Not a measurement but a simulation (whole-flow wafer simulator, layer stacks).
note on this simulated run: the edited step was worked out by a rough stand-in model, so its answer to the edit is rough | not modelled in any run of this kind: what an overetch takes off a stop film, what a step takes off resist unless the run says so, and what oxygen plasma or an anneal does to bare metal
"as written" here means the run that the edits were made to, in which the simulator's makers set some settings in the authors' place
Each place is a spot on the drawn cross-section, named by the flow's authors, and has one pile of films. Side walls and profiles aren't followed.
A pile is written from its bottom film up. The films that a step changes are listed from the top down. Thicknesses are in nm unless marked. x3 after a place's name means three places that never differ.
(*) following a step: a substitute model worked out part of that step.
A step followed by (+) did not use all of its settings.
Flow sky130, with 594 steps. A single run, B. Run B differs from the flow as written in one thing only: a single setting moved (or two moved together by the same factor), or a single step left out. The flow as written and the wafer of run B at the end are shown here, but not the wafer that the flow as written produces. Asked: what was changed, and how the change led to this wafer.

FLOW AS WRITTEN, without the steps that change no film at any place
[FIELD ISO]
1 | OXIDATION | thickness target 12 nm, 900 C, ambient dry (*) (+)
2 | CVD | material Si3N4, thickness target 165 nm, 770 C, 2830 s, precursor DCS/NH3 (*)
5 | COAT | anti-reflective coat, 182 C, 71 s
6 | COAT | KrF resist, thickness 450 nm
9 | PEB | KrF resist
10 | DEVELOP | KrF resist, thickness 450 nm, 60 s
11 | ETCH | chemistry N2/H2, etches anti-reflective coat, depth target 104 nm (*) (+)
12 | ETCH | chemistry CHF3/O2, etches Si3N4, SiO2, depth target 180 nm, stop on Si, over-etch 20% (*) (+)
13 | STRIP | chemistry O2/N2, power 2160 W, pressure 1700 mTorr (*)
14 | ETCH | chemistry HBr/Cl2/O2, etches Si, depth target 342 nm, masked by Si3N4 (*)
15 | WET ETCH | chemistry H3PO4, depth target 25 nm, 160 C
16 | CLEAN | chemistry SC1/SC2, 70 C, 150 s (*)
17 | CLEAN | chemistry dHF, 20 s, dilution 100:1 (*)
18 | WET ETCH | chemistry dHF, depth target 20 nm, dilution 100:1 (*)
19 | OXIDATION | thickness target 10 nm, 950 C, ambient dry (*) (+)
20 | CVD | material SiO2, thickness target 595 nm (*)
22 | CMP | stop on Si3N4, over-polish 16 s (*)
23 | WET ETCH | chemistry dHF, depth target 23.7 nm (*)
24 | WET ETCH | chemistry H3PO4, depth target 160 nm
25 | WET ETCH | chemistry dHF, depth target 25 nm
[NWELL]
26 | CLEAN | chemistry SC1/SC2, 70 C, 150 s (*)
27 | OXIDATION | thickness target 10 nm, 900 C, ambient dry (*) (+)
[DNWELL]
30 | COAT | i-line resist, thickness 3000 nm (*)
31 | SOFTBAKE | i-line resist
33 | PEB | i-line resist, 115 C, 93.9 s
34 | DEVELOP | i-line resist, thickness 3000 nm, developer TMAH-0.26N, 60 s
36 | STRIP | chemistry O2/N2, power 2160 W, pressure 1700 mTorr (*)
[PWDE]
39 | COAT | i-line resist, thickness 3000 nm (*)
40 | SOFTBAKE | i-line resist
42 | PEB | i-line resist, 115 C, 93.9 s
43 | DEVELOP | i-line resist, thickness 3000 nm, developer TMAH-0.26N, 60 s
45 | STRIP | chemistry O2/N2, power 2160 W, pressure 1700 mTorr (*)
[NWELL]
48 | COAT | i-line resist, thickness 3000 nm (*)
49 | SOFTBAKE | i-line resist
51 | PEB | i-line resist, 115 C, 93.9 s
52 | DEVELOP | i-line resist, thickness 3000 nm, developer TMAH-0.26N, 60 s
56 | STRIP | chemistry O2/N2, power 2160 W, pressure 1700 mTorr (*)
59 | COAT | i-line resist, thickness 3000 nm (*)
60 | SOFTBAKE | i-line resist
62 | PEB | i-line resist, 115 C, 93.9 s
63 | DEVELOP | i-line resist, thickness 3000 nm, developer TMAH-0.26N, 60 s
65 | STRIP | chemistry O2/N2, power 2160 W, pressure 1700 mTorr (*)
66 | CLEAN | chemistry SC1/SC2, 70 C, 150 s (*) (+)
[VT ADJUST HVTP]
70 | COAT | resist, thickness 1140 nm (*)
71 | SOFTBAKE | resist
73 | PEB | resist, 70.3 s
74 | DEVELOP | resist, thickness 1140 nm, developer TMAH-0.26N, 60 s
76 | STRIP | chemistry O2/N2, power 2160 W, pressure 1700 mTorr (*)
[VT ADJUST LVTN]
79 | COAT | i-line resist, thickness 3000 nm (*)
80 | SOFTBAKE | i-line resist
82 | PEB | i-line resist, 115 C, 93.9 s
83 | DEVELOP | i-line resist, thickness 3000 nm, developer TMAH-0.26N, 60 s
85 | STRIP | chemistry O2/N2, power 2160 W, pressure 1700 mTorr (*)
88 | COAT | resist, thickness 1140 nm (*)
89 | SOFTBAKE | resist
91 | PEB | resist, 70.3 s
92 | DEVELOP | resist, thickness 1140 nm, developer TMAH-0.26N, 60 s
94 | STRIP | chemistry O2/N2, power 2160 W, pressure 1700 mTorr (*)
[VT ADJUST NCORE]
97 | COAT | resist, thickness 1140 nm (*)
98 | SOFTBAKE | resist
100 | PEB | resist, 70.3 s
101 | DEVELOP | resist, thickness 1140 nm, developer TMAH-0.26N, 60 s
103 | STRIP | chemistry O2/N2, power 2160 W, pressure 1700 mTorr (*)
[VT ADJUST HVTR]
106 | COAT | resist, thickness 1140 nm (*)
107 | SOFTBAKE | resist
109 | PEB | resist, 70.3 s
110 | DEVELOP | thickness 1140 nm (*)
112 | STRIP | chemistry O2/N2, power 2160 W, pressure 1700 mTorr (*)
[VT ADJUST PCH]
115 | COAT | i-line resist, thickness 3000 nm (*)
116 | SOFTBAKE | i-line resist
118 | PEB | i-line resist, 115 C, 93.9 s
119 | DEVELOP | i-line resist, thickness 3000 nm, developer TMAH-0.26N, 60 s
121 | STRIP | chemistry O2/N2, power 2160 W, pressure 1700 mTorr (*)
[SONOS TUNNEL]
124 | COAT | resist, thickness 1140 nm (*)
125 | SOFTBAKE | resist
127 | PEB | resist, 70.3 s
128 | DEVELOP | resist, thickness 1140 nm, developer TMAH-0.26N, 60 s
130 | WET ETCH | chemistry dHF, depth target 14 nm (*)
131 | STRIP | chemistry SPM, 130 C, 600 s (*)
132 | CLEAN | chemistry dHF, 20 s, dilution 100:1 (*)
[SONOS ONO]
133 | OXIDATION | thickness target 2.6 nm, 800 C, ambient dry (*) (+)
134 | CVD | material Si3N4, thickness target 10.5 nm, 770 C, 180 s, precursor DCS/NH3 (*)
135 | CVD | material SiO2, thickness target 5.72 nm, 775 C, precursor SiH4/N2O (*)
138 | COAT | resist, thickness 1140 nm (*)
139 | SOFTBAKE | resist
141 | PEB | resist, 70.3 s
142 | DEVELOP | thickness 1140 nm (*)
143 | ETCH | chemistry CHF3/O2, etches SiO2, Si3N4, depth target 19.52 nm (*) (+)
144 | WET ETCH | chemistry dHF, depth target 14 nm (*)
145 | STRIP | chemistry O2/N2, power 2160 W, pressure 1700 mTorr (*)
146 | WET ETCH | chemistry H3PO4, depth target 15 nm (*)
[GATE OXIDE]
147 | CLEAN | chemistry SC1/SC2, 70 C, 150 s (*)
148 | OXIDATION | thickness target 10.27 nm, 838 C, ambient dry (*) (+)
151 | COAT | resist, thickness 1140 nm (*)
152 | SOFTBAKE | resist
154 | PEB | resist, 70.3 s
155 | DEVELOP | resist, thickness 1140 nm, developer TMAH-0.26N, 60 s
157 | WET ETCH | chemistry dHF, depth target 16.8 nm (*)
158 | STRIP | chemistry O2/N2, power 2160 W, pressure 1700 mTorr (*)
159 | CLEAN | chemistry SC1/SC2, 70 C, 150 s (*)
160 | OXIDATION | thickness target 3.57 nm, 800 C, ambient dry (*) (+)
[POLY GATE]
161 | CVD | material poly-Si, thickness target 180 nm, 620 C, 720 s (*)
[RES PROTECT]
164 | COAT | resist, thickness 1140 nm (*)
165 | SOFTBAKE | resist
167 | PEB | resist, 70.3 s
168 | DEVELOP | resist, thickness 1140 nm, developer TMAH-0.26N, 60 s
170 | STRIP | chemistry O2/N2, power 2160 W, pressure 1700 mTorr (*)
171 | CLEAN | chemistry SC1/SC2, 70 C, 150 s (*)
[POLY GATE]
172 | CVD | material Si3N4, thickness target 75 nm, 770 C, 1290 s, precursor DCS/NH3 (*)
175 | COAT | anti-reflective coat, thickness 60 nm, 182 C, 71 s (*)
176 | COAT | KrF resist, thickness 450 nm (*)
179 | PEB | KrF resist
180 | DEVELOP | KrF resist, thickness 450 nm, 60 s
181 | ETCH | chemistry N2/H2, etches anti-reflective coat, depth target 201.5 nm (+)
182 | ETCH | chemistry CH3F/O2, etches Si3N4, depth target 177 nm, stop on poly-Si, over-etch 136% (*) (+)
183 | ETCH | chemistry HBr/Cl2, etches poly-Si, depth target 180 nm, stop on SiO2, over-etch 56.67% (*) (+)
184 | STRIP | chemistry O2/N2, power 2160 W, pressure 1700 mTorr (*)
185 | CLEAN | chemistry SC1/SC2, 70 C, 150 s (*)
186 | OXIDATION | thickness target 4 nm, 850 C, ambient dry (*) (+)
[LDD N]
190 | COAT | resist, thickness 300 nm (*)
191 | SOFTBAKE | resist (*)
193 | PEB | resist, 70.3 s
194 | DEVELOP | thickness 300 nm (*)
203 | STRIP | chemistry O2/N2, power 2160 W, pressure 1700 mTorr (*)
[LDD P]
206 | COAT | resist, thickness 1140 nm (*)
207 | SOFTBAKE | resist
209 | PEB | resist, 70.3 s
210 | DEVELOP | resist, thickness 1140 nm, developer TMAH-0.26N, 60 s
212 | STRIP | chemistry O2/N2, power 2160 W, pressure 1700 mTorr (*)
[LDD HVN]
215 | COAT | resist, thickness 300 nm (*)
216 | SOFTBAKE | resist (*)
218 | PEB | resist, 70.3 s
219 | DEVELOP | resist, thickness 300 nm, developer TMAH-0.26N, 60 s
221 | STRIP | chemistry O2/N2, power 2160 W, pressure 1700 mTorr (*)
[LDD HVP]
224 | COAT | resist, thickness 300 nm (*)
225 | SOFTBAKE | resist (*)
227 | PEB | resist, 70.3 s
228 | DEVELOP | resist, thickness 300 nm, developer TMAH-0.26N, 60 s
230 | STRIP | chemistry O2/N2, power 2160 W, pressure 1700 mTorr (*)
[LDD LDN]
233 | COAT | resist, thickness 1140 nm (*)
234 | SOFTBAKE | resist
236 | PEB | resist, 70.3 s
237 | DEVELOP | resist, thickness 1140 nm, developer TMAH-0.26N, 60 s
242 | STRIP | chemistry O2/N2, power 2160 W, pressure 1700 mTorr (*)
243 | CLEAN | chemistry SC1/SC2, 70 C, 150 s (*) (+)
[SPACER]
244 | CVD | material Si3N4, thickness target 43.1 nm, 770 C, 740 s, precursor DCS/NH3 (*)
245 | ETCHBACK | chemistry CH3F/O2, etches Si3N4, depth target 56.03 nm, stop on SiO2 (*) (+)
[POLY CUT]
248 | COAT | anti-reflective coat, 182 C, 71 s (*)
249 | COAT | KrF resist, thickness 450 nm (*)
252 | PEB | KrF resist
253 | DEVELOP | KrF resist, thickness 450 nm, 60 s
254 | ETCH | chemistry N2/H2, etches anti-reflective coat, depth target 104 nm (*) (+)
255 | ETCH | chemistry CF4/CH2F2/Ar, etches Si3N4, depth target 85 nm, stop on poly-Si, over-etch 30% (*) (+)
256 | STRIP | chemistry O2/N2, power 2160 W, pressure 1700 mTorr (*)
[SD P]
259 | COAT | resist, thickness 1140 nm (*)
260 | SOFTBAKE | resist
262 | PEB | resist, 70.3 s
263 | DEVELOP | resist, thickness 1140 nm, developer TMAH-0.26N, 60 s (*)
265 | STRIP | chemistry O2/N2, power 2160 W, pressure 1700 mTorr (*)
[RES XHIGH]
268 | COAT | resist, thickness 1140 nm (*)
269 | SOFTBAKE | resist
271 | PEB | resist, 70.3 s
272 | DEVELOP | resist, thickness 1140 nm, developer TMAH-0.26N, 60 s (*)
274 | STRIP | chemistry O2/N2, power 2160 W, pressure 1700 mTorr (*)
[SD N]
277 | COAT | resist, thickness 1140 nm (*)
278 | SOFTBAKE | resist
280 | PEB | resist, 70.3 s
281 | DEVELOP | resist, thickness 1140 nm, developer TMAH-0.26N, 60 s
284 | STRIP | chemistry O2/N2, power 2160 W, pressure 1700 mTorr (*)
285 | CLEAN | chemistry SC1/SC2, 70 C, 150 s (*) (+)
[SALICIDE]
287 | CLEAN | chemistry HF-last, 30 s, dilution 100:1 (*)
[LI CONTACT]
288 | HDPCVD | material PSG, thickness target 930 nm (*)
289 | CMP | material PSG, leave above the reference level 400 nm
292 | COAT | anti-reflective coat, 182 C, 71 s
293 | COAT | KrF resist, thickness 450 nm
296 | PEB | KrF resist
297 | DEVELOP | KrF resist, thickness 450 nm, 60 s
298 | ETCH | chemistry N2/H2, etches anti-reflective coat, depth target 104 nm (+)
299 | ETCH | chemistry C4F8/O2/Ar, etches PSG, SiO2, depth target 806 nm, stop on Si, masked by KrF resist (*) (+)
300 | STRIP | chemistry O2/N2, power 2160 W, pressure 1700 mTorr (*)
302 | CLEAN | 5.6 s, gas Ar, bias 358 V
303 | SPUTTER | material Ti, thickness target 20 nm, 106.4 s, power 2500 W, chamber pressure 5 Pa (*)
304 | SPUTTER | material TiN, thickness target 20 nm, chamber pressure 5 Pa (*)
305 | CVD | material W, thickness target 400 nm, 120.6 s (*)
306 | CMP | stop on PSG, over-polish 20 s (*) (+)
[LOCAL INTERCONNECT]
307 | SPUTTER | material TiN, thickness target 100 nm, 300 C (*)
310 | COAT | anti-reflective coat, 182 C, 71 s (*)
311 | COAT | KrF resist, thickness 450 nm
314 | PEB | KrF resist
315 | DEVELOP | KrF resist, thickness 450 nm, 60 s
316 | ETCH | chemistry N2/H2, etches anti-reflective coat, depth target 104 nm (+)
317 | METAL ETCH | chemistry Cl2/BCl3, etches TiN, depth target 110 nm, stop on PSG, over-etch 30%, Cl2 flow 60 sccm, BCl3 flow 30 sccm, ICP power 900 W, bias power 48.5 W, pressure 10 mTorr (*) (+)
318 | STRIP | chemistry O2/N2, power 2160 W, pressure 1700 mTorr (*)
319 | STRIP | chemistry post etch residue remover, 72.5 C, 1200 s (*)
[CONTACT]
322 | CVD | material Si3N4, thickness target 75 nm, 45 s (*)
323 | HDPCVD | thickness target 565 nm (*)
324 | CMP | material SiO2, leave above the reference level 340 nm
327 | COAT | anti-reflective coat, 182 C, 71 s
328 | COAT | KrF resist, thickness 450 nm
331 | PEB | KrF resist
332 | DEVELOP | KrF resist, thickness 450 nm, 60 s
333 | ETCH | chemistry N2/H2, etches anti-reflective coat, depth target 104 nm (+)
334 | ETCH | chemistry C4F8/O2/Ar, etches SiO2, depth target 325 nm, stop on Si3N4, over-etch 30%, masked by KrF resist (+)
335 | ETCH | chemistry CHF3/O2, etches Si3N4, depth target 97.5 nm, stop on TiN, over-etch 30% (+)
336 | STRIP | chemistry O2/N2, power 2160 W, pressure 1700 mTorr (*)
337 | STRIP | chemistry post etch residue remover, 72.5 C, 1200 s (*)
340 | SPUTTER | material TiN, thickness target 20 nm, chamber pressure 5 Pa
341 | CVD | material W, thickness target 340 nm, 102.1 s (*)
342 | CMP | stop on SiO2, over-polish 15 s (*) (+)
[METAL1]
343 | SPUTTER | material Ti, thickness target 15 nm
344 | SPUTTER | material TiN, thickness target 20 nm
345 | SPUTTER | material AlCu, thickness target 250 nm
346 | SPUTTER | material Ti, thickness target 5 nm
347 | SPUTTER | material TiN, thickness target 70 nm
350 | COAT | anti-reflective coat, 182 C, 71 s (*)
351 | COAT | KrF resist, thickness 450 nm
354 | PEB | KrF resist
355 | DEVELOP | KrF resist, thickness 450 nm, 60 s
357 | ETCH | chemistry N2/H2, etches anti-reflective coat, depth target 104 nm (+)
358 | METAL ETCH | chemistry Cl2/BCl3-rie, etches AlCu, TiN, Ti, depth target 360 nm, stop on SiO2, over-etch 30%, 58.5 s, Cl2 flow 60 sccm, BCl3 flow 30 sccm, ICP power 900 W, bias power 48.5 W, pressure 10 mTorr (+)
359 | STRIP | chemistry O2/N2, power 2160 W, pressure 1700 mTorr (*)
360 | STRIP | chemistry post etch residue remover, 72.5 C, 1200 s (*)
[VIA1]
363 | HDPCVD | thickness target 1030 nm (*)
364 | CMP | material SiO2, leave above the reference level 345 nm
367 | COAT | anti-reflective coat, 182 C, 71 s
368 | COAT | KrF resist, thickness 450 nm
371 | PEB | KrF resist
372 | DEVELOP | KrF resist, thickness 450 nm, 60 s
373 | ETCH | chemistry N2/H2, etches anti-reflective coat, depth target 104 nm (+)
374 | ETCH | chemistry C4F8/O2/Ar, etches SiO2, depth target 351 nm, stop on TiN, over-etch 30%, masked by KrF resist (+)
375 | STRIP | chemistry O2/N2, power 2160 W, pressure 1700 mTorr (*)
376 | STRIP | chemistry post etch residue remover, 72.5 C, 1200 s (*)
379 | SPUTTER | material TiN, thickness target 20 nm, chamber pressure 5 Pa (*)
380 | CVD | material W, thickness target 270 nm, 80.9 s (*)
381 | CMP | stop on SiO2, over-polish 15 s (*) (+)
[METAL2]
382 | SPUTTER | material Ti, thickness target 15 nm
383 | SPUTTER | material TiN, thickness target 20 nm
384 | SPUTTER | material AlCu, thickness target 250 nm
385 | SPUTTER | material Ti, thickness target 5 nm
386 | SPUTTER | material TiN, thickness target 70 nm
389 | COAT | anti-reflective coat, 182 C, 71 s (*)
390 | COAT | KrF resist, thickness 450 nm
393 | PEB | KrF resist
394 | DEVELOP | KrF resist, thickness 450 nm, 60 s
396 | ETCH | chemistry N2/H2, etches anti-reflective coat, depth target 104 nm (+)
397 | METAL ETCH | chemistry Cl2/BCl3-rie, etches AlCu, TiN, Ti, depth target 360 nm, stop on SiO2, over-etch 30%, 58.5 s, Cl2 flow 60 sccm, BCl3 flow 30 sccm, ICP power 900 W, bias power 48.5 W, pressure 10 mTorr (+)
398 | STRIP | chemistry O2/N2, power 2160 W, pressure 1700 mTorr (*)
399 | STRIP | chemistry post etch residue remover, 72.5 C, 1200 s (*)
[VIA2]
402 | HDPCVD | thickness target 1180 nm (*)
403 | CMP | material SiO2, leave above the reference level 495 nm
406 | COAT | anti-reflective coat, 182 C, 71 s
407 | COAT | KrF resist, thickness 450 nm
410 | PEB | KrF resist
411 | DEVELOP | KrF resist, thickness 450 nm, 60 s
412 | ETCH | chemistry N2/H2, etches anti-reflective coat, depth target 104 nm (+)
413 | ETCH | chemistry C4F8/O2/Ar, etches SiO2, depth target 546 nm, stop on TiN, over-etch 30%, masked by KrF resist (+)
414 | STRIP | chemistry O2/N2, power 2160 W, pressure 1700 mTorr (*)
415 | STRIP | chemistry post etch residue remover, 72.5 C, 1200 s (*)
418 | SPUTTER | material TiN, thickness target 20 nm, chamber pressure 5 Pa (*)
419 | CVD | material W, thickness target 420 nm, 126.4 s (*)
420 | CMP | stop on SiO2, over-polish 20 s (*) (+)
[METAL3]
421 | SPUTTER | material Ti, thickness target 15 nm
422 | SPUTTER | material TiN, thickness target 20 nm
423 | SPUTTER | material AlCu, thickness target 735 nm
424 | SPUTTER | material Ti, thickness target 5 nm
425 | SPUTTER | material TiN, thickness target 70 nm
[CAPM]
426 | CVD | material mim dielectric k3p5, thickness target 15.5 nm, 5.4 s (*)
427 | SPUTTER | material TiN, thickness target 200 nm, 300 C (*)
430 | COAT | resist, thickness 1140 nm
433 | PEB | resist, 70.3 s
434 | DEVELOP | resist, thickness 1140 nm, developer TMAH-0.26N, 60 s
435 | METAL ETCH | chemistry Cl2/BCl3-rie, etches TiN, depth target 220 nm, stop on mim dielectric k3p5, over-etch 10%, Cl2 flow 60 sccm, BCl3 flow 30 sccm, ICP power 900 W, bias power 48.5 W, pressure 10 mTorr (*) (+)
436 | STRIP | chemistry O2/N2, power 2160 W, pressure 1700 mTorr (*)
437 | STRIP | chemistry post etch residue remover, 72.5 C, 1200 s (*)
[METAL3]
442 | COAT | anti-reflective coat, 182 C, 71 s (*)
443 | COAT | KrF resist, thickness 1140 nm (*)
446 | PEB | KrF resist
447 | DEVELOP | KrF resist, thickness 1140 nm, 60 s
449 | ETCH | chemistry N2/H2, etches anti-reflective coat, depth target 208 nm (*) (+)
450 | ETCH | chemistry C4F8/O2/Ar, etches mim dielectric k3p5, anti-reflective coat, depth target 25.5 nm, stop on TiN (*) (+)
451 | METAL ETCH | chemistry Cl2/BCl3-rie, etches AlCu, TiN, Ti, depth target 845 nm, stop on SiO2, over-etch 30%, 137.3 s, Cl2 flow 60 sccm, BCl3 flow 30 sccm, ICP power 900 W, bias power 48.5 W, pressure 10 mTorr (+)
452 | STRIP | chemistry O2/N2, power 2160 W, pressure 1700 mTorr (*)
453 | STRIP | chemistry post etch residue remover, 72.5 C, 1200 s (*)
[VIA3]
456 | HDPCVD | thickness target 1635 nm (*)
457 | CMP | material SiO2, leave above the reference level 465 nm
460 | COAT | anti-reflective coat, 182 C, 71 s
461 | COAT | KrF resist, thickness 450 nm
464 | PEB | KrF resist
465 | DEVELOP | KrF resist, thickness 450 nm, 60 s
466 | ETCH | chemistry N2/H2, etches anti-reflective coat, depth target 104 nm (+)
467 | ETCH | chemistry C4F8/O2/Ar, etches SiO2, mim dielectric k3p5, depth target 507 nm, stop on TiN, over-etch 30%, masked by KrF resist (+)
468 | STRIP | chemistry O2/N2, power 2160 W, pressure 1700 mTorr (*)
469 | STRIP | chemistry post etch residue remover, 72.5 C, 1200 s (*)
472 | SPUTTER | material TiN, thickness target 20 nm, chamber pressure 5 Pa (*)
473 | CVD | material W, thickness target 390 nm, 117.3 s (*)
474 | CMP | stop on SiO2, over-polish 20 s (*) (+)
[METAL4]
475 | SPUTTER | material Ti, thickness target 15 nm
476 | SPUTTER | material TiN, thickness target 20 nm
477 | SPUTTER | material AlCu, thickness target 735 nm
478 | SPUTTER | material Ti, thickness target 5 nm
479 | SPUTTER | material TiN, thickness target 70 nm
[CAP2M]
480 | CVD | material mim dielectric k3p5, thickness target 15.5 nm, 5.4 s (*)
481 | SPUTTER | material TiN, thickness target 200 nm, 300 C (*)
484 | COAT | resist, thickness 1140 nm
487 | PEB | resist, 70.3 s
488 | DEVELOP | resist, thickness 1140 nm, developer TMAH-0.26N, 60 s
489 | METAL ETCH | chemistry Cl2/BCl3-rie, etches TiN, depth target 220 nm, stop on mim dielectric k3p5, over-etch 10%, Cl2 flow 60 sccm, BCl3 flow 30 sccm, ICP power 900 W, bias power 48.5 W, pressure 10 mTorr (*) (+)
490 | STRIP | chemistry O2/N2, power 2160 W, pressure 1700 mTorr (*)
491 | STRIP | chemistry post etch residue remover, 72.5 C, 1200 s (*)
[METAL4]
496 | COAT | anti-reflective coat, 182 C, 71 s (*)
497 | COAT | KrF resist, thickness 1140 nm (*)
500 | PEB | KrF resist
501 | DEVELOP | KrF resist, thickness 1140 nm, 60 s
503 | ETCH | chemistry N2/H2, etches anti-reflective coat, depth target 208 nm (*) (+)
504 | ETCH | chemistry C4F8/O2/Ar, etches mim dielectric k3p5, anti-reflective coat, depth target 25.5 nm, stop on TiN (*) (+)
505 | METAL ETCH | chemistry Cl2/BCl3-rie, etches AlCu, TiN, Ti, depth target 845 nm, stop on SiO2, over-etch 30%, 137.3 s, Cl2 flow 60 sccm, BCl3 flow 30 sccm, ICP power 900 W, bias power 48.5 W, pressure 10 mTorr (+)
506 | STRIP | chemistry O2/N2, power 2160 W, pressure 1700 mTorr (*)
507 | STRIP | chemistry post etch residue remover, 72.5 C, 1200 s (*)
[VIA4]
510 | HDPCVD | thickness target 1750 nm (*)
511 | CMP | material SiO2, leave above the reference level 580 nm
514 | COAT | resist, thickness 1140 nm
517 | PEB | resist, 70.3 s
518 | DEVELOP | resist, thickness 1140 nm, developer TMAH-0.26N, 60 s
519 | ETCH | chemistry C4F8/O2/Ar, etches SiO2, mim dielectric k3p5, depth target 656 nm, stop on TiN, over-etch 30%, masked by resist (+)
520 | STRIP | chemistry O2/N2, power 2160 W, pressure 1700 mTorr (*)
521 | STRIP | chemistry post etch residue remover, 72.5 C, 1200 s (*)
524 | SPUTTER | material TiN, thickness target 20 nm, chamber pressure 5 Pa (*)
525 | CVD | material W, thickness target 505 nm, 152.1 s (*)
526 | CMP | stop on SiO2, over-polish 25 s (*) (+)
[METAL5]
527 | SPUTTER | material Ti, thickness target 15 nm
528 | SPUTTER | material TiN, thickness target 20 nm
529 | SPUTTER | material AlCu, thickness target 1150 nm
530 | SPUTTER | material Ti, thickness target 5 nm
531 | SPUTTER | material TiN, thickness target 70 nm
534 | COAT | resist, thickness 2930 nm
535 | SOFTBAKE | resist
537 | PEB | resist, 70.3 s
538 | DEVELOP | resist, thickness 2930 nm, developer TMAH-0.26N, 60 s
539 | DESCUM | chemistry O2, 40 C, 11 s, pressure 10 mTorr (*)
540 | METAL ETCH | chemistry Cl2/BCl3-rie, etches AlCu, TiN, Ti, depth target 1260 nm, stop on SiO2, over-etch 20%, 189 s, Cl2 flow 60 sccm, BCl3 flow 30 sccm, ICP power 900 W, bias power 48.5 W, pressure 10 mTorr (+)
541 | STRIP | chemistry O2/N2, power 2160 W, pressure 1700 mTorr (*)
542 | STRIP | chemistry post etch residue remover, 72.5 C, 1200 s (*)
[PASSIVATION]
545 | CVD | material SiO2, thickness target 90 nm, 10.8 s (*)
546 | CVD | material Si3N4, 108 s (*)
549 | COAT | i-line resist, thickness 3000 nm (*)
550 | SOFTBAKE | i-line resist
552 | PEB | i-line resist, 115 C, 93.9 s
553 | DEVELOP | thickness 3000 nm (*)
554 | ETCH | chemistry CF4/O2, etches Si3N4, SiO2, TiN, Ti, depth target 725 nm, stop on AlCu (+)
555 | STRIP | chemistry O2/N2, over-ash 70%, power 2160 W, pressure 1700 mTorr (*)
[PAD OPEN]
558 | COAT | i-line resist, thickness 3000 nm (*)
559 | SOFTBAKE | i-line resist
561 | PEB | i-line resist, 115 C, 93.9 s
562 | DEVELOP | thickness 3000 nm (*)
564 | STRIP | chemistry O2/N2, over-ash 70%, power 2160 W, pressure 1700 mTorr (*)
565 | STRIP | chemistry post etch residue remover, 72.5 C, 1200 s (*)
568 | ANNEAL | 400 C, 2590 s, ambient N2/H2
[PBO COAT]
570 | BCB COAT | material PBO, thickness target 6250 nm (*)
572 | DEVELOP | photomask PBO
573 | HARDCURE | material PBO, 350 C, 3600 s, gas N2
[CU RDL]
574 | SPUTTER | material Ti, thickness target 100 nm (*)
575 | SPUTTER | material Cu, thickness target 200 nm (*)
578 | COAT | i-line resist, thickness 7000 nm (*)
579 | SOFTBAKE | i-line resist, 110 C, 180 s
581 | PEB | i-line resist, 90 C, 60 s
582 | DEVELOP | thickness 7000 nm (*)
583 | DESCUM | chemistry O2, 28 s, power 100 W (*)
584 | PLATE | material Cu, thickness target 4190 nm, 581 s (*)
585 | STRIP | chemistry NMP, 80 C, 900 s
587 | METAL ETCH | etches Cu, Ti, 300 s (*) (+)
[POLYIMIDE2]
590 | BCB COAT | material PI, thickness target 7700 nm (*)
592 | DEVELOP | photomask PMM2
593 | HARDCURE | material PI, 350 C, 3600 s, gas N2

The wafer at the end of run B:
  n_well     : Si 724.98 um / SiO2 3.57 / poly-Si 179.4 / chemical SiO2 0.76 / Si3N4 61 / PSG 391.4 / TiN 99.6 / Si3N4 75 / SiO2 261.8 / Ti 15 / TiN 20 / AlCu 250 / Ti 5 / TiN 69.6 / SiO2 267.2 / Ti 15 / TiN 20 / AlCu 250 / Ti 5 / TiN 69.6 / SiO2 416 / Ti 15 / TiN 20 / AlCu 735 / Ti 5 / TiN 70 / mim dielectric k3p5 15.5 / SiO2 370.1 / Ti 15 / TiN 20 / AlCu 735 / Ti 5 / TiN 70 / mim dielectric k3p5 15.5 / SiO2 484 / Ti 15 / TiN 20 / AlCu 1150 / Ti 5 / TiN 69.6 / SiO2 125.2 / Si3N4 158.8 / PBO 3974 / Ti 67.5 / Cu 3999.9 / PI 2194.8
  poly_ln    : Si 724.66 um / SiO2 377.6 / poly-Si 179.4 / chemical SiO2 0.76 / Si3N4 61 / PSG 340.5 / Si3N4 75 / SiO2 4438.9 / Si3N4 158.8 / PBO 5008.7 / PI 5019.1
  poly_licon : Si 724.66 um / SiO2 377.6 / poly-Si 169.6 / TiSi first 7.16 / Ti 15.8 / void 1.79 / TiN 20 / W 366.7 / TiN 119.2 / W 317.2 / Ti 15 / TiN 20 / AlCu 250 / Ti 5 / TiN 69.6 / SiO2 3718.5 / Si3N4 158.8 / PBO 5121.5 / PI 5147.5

What caused this: step 574, SPUTTER: thickness target 67.5 nm was run, though the flow has thickness target 100 nm.
One can read it off the wafer: n_well has Ti 67.5, and step 574 as written asks for 100 nm.

Step by step, how the change led to this:
  574 | SPUTTER | material Ti, thickness target 100 nm (*)
      field, active, n_well and 190 more: +67.5 Ti (new film) (as written it would have been: +100 Ti (new film))
  587 | METAL ETCH | etches Cu, Ti, 300 s (*) (+)
      field, active, gate and 167 more: -200 Cu (all of it), -67.5 Ti (all of it) (as written it would have been: -200 Cu (all of it), -100 Ti (all of it))
  590 | BCB COAT | material PI, thickness target 7700 nm (*)
      de16_gate_nw: +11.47 um PI (new film) (as written it would have been: +11.5 um PI (new film))
